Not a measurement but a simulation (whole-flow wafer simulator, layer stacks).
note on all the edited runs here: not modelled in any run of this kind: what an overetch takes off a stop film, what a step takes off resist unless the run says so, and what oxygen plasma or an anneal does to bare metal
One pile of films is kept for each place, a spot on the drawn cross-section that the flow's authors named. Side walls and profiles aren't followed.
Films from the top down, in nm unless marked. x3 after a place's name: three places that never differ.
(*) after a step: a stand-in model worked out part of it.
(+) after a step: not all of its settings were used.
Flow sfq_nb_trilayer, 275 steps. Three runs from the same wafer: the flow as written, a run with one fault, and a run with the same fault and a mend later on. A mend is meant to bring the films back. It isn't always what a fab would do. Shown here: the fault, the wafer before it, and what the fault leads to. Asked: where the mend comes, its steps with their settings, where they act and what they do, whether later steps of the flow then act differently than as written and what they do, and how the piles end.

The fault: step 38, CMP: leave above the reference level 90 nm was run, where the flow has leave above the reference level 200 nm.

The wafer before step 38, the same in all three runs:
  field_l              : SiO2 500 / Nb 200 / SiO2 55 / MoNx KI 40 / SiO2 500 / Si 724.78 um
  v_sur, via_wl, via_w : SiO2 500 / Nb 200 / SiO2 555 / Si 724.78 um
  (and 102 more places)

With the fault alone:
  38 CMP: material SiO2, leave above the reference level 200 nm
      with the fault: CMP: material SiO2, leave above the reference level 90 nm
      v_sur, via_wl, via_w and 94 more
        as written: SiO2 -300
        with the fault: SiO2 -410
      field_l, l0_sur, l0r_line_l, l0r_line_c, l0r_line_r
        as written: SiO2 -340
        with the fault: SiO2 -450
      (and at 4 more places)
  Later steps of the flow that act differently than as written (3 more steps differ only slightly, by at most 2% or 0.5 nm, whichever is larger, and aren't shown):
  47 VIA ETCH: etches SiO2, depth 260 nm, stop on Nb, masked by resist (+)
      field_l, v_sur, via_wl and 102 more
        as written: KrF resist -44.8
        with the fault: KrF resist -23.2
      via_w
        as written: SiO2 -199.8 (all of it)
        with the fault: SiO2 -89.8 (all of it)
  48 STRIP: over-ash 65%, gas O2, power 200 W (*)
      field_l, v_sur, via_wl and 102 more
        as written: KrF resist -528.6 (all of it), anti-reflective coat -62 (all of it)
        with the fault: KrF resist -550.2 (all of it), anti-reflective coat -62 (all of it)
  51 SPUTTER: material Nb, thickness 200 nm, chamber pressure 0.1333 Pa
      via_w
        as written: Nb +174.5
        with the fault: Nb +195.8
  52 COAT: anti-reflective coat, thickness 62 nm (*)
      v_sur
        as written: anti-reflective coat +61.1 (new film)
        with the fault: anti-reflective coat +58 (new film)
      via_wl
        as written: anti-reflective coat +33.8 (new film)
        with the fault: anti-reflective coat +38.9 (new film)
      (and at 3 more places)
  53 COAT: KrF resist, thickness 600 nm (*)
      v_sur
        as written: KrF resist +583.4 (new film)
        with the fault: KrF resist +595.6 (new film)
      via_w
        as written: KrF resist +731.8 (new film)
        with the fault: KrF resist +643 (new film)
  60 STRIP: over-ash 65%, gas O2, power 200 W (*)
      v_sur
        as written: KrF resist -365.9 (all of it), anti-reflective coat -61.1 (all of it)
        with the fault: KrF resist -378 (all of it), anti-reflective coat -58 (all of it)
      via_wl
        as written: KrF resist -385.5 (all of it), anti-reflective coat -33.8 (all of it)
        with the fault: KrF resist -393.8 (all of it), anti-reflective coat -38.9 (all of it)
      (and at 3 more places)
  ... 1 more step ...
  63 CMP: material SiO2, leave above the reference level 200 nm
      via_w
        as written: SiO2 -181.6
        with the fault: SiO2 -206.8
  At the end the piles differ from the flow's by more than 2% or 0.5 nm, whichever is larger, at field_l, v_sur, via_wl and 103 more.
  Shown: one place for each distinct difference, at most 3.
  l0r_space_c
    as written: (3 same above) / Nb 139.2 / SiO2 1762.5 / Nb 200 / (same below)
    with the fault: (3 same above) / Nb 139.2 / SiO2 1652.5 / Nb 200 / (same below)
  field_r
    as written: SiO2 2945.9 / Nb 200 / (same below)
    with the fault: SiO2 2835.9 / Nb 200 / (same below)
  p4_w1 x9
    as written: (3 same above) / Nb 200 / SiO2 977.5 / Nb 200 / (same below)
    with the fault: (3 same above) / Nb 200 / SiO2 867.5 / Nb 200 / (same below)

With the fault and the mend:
  The mend comes after step 45.
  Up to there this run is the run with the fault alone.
  45a STRIP: over-ash 65%, gas O2, power 200 W (*)
      field_l, v_sur, via_wl and 102 more
        KrF resist -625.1 (all of it), anti-reflective coat -62 (all of it)
      via_w
        anti-reflective coat -62 (all of it)
  45b PECVD: material SiO2, thickness 110 nm, 150 C, 24.44 s, RF power 183.3 W, pressure 2.4 Torr, precursor SiH4/N2O (the flow's step 37 once more, with other settings)
      field_l, v_sur, via_wl and 103 more
        SiO2 +110
  45c COAT: anti-reflective coat, thickness 62 nm (the flow's step 40 once more)
      field_l, v_sur, via_wl and 103 more
        anti-reflective coat +62 (new film)
  45d COAT: KrF resist, thickness 650 nm (the flow's step 41 once more)
      field_l, v_sur, via_wl and 103 more
        KrF resist +650 (new film)
  45e SOFTBAKE: KrF resist (the flow's step 42 once more)
      changes no film at any place that is followed
  45f EXPOSE: photomask I0, dose 11.91 mJ/cm2, NA 0.6, wavelength 248 nm (*) (the flow's step 43 once more)
      changes no film at any place that is followed
  45g PEB: KrF resist, 90 s (the flow's step 44 once more)
      field_l, v_sur, via_wl and 103 more
        KrF resist -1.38
  45h DEVELOP: KrF resist, thickness 650 nm, 60 s (the flow's step 45 once more)
      field_l, v_sur, via_wl and 102 more
        KrF resist -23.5
      via_w
        KrF resist -648.6 (all of it)
  No later step of the flow acts differently than as written at any place that is followed.
  At the end the piles are the same as the flow's at every place that both follow.
